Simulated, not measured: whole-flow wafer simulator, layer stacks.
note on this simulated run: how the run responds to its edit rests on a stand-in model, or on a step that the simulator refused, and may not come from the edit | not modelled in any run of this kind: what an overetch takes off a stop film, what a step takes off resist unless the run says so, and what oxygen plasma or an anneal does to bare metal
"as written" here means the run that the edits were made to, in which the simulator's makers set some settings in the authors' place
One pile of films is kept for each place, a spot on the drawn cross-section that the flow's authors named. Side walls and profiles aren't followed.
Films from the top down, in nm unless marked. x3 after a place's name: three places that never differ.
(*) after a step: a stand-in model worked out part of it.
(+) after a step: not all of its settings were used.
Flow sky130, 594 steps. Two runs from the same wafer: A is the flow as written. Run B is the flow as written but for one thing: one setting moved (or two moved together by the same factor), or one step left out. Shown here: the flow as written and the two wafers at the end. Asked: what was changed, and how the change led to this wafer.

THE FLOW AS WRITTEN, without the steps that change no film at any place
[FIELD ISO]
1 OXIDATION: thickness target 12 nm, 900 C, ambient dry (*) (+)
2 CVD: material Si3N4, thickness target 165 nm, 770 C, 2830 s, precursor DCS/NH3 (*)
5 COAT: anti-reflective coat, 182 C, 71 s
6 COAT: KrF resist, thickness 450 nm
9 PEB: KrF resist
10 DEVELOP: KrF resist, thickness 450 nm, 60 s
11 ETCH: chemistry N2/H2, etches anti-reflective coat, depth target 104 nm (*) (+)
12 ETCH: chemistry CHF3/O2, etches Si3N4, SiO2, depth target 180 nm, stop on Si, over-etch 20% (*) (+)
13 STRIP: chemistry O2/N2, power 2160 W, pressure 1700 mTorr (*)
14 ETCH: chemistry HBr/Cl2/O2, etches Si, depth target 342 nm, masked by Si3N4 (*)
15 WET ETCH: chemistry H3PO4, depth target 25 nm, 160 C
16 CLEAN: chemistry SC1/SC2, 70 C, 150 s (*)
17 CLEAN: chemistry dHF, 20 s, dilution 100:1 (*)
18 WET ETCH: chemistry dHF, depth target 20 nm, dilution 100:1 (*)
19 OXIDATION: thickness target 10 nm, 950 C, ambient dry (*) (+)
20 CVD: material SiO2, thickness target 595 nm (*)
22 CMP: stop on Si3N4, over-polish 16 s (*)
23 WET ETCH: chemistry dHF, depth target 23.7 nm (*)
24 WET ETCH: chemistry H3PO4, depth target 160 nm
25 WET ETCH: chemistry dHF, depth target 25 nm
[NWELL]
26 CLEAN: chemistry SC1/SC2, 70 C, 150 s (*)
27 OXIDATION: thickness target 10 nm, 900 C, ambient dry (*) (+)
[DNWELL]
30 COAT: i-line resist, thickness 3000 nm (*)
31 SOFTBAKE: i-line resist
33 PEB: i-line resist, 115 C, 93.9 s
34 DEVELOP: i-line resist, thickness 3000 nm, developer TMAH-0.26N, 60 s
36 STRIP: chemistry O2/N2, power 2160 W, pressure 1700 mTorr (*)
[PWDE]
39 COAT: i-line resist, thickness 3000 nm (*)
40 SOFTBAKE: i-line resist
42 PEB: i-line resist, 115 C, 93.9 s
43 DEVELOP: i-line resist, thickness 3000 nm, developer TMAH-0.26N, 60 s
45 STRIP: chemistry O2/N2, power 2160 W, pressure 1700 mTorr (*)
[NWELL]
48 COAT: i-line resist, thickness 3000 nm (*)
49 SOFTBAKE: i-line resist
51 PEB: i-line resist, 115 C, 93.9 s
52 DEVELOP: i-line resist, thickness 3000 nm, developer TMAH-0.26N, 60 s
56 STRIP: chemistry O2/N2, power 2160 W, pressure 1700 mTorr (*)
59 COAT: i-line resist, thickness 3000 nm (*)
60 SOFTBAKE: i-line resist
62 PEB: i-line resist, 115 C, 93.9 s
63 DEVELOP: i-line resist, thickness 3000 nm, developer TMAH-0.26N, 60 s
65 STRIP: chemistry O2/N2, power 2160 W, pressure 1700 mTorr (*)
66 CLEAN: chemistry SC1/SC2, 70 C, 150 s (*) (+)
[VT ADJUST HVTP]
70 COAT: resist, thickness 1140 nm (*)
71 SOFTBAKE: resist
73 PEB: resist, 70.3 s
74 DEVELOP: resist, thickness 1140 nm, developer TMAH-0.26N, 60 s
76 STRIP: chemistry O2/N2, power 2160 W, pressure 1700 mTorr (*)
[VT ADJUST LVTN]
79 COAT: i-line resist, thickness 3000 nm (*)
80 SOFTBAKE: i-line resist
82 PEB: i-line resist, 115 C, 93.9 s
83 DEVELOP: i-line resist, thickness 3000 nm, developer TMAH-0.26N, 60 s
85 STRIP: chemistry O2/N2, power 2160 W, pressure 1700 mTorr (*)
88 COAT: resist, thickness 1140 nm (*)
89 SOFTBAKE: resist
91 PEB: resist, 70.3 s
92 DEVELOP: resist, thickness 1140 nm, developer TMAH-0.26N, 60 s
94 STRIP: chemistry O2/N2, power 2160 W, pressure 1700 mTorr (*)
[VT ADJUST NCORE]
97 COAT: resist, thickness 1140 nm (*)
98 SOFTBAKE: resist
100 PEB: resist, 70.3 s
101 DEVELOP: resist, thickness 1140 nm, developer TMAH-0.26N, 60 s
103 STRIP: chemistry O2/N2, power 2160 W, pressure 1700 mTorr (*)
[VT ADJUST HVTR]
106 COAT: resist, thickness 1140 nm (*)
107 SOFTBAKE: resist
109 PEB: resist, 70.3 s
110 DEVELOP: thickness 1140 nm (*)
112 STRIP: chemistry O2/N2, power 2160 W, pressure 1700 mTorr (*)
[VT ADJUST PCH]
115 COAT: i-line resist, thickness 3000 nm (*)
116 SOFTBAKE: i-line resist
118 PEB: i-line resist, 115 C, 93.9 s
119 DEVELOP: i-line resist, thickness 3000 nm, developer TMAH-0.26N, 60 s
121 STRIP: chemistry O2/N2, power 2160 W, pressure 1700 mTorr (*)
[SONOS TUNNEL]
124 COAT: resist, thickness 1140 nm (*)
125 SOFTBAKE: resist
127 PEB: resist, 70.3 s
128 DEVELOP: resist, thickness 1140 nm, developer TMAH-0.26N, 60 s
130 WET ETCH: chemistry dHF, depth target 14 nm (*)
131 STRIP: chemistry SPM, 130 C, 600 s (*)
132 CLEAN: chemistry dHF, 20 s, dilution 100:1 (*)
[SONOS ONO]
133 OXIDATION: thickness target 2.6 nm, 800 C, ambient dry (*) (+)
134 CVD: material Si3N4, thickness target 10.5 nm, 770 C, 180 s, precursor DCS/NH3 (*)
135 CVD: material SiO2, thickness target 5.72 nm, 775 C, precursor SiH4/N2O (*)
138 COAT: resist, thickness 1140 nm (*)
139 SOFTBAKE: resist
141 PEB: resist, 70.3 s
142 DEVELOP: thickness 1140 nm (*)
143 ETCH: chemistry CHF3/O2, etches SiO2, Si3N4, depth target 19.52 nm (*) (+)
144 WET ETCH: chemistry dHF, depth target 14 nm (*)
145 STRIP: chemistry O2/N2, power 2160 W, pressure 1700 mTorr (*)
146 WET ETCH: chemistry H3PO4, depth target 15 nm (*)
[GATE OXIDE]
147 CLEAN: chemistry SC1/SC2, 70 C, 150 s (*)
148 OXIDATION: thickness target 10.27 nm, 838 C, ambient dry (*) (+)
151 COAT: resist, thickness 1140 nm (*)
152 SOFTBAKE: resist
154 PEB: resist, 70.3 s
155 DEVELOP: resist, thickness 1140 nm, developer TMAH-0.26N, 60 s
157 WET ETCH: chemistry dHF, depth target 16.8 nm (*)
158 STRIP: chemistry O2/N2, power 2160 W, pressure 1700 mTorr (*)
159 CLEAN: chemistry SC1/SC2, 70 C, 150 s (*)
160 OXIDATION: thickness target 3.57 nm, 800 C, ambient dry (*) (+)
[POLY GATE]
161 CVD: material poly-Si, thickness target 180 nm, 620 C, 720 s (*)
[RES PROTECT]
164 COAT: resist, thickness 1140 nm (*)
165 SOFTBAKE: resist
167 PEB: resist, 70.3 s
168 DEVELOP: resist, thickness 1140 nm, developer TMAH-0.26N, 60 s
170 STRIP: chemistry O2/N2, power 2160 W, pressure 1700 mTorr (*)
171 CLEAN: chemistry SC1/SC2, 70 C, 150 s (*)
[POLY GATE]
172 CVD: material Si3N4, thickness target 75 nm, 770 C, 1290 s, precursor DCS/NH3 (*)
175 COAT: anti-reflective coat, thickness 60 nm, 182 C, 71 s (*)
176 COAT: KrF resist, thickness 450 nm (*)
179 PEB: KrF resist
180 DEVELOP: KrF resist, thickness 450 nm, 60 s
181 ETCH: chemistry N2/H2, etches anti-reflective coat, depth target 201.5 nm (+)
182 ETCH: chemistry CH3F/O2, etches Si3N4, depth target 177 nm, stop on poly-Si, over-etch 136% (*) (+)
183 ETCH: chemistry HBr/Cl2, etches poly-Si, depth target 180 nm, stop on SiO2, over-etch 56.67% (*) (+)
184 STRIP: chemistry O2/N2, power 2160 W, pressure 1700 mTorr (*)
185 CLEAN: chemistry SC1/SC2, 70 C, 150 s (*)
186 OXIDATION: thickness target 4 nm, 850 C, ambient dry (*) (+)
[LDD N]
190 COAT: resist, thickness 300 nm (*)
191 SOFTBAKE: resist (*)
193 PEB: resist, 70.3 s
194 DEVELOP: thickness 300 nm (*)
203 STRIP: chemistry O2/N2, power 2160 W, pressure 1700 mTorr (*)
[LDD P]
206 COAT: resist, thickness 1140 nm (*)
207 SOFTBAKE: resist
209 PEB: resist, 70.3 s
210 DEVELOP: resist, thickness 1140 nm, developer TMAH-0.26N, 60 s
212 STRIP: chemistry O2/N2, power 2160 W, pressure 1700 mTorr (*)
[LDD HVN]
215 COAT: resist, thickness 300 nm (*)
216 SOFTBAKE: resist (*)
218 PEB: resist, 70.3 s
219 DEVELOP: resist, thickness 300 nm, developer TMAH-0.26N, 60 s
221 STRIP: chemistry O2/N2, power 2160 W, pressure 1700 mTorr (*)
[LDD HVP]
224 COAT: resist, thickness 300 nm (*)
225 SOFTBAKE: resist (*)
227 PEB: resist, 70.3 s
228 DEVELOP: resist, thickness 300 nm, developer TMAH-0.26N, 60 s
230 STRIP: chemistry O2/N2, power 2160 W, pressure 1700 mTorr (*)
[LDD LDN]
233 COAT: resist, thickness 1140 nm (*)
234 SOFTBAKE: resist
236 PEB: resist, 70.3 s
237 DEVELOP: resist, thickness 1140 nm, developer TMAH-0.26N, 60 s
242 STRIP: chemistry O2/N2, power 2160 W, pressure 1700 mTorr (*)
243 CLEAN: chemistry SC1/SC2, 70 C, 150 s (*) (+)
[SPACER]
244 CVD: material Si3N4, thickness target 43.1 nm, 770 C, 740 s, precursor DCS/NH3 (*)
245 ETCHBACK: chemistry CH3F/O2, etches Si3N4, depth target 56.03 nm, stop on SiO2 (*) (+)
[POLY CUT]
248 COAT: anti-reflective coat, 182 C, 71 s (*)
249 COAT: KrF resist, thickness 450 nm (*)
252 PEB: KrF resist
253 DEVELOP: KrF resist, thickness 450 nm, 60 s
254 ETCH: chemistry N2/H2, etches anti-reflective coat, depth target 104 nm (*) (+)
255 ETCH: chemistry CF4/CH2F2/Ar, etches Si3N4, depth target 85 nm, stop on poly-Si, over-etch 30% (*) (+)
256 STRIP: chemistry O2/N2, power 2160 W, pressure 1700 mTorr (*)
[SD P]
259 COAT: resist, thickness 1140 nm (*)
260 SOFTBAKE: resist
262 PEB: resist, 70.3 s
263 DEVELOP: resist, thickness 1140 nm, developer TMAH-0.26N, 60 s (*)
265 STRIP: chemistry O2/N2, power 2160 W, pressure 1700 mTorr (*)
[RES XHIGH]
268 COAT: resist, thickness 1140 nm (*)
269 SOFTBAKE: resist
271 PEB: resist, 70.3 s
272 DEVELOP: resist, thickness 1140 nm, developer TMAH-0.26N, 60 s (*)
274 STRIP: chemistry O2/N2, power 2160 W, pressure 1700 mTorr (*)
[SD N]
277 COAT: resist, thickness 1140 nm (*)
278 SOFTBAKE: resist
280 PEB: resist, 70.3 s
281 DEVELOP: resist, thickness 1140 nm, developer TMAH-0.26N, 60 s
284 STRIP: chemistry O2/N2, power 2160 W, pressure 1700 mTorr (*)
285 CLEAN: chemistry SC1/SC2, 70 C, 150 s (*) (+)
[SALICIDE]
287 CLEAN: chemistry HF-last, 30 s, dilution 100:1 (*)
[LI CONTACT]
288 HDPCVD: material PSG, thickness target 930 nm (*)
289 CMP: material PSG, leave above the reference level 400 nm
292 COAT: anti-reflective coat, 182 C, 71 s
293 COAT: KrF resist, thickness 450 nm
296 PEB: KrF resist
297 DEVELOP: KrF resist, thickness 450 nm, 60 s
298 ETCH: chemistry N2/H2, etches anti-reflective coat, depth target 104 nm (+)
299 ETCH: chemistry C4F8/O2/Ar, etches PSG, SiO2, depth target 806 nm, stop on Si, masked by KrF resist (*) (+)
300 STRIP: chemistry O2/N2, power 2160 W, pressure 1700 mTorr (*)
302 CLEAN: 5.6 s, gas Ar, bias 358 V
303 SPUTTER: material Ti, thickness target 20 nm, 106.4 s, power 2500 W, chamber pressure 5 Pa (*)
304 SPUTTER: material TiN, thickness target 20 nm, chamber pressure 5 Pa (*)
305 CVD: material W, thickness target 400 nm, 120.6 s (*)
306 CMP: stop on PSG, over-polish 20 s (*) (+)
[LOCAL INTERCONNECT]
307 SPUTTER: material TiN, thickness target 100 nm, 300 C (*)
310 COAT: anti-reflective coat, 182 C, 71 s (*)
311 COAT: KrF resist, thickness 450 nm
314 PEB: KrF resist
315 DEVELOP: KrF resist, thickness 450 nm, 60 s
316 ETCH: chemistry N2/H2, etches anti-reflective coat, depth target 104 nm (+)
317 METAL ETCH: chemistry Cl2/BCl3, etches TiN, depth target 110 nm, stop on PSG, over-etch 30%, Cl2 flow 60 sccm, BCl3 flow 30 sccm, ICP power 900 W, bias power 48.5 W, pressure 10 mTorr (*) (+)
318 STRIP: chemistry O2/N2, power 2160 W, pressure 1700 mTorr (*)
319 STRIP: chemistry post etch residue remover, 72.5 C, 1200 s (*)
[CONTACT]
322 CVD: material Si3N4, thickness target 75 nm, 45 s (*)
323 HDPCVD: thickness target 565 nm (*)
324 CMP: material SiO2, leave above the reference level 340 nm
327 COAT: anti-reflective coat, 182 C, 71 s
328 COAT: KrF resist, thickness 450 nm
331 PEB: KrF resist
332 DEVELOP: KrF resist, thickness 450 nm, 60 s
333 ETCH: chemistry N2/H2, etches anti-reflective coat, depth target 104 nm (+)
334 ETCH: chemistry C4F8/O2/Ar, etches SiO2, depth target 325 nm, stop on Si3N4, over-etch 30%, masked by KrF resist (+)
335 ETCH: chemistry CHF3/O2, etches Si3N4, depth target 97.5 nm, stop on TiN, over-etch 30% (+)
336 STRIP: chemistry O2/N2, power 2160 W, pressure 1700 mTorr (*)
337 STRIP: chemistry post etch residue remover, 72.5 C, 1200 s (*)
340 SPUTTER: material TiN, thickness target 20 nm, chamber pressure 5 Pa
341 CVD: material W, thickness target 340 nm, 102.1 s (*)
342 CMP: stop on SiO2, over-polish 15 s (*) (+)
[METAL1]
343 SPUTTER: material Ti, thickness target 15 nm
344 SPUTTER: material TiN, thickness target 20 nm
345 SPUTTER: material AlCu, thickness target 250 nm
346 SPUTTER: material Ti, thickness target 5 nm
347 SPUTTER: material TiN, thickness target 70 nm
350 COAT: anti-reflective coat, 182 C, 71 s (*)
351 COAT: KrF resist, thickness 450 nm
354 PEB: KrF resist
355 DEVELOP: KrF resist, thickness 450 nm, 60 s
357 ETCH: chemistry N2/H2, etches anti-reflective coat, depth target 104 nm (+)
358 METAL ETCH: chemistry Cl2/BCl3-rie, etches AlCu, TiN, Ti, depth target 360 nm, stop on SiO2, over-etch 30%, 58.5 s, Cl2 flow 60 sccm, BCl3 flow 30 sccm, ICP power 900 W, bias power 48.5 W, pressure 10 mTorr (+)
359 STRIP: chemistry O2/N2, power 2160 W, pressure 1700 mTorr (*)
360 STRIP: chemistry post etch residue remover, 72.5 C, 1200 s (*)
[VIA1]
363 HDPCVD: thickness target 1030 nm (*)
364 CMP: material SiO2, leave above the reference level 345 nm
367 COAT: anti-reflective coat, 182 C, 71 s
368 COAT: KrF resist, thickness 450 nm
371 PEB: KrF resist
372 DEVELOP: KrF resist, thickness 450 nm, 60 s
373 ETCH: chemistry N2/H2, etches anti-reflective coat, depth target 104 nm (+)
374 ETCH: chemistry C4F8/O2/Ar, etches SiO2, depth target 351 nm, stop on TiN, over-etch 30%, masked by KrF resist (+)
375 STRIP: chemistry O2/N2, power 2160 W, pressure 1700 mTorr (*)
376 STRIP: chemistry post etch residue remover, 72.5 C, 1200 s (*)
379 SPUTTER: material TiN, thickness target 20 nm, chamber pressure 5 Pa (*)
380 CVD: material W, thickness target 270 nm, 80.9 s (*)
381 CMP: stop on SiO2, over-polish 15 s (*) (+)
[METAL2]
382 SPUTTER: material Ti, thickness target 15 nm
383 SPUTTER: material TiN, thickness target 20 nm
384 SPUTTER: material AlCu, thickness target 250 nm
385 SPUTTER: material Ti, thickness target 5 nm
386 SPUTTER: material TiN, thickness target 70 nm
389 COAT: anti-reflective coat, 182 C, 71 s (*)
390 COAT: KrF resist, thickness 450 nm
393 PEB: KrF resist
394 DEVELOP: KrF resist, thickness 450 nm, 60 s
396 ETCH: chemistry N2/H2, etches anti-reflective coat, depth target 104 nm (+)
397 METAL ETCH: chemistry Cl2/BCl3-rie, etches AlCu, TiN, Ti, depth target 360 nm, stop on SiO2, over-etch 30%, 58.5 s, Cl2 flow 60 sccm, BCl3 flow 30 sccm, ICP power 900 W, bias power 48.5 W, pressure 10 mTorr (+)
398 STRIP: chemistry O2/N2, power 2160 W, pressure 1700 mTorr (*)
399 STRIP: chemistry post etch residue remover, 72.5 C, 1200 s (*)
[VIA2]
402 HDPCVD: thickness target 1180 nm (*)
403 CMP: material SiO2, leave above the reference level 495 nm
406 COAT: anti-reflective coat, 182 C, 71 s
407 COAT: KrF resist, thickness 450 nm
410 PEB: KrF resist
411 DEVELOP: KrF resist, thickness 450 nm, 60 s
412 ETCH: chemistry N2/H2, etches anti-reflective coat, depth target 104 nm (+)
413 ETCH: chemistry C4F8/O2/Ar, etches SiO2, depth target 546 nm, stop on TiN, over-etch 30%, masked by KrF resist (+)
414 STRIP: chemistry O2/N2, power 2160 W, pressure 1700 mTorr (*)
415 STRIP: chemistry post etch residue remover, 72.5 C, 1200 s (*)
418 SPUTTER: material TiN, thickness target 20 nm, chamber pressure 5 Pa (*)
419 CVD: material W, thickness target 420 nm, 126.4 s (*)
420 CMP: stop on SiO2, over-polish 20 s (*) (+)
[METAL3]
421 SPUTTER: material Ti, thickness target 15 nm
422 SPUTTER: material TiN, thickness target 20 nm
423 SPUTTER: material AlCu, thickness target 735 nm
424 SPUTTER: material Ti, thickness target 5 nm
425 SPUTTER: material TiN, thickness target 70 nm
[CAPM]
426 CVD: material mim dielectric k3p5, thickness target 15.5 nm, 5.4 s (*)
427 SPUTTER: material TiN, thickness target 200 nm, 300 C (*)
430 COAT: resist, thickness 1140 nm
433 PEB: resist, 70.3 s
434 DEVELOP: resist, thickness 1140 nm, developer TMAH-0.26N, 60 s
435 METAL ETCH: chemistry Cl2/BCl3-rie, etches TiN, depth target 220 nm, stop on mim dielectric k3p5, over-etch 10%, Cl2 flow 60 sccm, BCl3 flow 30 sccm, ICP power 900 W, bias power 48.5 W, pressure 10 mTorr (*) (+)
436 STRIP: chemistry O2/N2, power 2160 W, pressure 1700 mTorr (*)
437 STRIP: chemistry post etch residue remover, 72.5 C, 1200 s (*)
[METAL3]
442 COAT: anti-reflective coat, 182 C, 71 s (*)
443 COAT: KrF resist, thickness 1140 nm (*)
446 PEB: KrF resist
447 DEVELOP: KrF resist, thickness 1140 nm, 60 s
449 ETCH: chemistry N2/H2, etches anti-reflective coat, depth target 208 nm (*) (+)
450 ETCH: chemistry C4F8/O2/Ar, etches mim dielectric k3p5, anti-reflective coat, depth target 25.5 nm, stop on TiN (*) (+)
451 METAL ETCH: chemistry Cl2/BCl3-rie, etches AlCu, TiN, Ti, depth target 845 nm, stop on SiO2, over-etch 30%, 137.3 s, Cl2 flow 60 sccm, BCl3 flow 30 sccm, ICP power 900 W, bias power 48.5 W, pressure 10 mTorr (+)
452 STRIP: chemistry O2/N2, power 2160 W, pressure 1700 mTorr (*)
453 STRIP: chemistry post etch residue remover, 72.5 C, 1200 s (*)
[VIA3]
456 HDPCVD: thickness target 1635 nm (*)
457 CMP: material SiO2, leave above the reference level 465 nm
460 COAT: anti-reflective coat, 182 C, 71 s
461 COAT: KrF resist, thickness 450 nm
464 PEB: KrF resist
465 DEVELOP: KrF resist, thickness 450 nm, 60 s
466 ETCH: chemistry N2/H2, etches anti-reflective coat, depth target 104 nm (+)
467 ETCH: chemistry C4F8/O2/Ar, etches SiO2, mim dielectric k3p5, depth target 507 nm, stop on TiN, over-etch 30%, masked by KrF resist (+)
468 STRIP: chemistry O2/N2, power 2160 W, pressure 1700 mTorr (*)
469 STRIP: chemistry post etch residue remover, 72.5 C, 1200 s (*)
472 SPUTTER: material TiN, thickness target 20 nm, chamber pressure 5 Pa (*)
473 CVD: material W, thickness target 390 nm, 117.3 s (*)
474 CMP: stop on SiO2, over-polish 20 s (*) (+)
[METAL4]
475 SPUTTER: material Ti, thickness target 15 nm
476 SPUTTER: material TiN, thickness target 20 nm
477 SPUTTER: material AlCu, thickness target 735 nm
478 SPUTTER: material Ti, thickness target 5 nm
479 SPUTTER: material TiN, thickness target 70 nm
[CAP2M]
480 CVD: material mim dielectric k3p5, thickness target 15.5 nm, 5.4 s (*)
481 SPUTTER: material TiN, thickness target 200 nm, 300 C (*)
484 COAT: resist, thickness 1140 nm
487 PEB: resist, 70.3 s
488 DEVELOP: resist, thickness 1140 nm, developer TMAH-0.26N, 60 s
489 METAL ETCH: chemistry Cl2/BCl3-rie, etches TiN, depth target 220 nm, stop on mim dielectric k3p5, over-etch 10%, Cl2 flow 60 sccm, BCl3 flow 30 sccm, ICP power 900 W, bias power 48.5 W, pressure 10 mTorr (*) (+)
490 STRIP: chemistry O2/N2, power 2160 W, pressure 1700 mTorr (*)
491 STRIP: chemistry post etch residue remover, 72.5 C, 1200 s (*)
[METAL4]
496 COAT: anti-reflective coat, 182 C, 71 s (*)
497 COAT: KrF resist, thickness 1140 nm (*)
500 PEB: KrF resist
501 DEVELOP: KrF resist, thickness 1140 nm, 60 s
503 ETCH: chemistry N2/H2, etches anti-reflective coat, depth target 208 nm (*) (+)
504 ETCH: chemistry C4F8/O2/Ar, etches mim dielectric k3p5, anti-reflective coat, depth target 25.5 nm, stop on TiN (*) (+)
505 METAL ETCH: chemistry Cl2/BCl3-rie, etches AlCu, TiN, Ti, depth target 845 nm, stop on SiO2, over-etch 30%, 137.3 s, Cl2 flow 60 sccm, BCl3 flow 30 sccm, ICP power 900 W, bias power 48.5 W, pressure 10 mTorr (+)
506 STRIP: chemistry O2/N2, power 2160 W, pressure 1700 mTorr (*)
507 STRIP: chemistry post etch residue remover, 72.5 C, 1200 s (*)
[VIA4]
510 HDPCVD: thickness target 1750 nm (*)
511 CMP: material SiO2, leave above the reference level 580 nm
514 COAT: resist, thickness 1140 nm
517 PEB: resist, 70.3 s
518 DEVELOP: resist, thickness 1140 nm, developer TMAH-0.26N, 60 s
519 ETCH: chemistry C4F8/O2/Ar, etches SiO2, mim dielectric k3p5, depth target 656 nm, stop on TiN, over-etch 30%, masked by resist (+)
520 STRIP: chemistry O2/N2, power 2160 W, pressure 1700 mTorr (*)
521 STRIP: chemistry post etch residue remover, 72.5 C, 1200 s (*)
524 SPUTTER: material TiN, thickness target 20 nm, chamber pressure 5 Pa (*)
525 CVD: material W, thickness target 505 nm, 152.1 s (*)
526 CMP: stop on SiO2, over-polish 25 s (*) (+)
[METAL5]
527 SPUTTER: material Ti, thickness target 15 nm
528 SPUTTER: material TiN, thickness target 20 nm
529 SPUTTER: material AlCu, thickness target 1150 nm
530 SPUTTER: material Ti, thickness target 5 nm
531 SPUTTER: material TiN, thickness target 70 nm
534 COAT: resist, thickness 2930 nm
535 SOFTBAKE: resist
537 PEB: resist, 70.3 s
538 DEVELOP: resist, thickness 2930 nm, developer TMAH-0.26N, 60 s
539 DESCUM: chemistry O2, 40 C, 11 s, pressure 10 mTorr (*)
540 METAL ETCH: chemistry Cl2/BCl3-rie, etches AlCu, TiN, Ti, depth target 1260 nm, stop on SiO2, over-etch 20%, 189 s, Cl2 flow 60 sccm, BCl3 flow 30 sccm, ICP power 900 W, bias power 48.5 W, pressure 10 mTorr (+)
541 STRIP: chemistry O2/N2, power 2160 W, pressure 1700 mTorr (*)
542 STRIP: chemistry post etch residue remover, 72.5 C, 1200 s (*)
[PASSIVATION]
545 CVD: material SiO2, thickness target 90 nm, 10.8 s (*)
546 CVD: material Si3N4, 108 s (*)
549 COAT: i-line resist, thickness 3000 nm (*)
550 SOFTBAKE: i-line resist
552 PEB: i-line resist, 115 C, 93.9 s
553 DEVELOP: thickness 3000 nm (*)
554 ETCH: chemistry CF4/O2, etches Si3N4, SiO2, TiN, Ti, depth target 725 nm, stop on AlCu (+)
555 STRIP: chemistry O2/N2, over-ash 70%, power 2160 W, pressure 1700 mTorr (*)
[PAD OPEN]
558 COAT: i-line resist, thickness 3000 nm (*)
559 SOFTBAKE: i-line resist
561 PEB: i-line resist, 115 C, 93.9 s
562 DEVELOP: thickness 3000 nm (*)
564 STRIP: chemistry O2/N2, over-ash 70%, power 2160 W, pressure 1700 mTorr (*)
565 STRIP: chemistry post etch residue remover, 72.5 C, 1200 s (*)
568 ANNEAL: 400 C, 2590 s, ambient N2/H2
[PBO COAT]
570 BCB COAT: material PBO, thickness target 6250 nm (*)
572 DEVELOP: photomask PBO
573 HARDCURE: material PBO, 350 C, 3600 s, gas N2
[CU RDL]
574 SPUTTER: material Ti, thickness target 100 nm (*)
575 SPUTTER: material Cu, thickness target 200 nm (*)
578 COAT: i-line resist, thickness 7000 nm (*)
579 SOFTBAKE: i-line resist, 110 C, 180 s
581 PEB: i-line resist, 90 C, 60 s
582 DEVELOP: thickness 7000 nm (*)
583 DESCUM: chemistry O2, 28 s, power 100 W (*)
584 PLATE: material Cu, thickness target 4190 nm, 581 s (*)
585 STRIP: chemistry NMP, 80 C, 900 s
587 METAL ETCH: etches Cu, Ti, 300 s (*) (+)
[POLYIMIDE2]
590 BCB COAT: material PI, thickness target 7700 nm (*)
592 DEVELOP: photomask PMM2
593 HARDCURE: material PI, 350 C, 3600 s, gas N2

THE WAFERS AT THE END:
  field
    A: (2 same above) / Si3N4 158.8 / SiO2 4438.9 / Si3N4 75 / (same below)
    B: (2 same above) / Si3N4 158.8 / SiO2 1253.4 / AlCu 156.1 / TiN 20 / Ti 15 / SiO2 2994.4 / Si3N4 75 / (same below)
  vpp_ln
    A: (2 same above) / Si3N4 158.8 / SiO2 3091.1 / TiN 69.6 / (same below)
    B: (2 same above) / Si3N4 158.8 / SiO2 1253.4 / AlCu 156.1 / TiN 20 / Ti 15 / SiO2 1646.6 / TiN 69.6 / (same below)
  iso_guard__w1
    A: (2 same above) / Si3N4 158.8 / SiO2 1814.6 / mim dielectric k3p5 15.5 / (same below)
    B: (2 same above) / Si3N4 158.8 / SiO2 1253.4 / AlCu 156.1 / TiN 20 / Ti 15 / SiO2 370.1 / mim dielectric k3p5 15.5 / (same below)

The cause: step 505, METAL ETCH: depth target 498.6 nm was run, where the flow has depth target 845 nm; step 505, METAL ETCH: 81 s was run, where the flow has 137.3 s.

How the change led to this, step by step:
  505 METAL ETCH: chemistry Cl2/BCl3-rie, etches AlCu, TiN, Ti, depth target 845 nm, stop on SiO2, over-etch 30%, 137.3 s, Cl2 flow 60 sccm, BCl3 flow 30 sccm, ICP power 900 W, bias power 48.5 W, pressure 10 mTorr (+)
      field, gate, spacer and 68 more: A TiN -70 (all of it), Ti -5 (all of it), AlCu -735 (all of it), TiN -20 (all of it), Ti -15 (all of it), SiO2 -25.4 | B TiN -70 (all of it), Ti -5 (all of it), AlCu -573.2
      active, vpp_iso1, mim_edge_plate and 14 more: A TiN -70 (all of it), Ti -5 (all of it), AlCu -735 (all of it), TiN -20 (all of it), Ti -15 (all of it), SiO2 -25.3 | B TiN -70 (all of it), Ti -5 (all of it), AlCu -573.2
      (and at 105 more places)
  506 STRIP: chemistry O2/N2, power 2160 W, pressure 1700 mTorr (*)
      gate_hv, mim, dice_street and 76 more: A KrF resist -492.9 (all of it), anti-reflective coat -80 (all of it) | B KrF resist -718.1 (all of it), anti-reflective coat -80 (all of it)
      n_well, p_well, sd_n, sd_p, pad, mim_edge_plate_strap, mim_edge_gap_sheet: A KrF resist -492.9 (all of it), anti-reflective coat -80 (all of it) | B KrF resist -718 (all of it), anti-reflective coat -80 (all of it)
      (and at 19 more places)
  507 STRIP: chemistry post etch residue remover, 72.5 C, 1200 s (*)
      field, active, gate and 85 more: A nothing | B AlCu -5.72
  510 HDPCVD: thickness target 1750 nm (*)
      field, active, gate and 85 more: A SiO2 +1750 | B SiO2 +1750 (new film)
  511 CMP: material SiO2, leave above the reference level 580 nm
      field, active, gate and 77 more: A SiO2 -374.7 | B SiO2 -591.1
      iso_guard__w1, mim_edge_gap, vpp_l1ln, vpp_m3ln, rpm_encl, via2_enc, rpm_encl_psd, iso_guard_nsd_tip: A SiO2 -374.6 | B SiO2 -591.1
Counting metal films that touch as one body, field has 1 body; the flow as written gives 0 bodies.
Counting metal films that touch as one body, vpp_ln has 3 bodies (between them, from the top down: SiO2 1646.6; SiO2 267.2); the flow as written gives 2 bodies (between them, from the top down: SiO2 267.2).
Counting metal films that touch as one body, iso_guard__w1 has 2 bodies (between them, from the top down: SiO2 370.1 / mim dielectric k3p5 15.5); the flow as written gives 1 body.
